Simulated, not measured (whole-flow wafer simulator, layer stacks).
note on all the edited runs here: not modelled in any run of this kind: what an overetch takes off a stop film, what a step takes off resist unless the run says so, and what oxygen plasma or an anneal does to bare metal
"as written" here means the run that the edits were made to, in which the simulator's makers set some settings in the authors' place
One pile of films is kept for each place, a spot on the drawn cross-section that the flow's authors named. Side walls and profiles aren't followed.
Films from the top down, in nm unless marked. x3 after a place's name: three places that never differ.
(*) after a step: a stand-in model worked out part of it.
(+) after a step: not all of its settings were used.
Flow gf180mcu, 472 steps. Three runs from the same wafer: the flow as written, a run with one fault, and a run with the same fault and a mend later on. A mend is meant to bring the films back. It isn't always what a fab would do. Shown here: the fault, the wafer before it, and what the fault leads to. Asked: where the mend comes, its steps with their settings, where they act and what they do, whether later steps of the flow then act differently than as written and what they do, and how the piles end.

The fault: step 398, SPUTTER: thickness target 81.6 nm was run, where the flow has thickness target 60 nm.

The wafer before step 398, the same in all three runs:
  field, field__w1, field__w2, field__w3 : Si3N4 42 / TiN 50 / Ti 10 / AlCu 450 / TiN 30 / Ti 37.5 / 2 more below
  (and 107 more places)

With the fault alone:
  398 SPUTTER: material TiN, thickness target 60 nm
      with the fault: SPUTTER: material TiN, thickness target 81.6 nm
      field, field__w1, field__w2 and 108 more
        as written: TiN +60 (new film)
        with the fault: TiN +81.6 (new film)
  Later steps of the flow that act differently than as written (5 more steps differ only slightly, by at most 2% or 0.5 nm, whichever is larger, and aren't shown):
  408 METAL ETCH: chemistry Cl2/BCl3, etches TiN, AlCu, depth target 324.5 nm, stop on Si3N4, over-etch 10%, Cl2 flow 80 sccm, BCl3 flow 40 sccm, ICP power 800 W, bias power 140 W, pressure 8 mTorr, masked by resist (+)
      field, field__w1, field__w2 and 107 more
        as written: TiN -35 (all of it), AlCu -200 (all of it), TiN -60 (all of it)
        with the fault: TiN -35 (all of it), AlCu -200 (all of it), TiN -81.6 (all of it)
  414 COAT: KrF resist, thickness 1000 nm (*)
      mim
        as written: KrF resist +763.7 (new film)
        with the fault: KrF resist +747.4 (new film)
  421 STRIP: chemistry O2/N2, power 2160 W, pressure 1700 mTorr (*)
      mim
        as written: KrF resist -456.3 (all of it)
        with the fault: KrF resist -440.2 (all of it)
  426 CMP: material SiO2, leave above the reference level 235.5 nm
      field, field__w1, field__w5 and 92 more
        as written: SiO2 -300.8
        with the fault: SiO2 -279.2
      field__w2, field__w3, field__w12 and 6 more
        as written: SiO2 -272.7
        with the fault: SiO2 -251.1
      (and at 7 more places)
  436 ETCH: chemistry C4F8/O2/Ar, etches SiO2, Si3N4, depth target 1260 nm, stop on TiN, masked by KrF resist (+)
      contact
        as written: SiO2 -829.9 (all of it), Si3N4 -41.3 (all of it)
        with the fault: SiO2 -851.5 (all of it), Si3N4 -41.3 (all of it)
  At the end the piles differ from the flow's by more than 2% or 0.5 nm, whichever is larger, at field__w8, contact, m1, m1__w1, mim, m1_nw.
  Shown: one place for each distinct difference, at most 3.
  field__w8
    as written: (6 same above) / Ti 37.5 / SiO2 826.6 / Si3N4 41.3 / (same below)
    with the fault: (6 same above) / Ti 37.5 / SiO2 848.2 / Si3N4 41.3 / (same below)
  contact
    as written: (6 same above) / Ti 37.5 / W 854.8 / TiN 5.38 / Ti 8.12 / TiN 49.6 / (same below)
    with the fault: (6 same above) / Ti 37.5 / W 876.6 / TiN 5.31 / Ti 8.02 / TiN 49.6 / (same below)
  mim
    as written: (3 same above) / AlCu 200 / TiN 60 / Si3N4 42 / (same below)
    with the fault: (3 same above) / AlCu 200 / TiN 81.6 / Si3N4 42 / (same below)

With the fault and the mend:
  The mend comes after step 398.
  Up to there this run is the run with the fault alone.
  398a METAL ETCH: chemistry Cl2/BCl3, etches TiN, AlCu, Ti, depth target 21.6 nm, Cl2 flow 80 sccm, BCl3 flow 40 sccm, ICP power 800 W, bias power 140 W, pressure 8 mTorr (the flow's step 260 once more, with other settings)
      field, field__w1, field__w2 and 108 more
        TiN -21.6
  No later step of the flow acts differently than as written at any place that is followed.
  At the end the piles are the same as the flow's at every place that both follow.
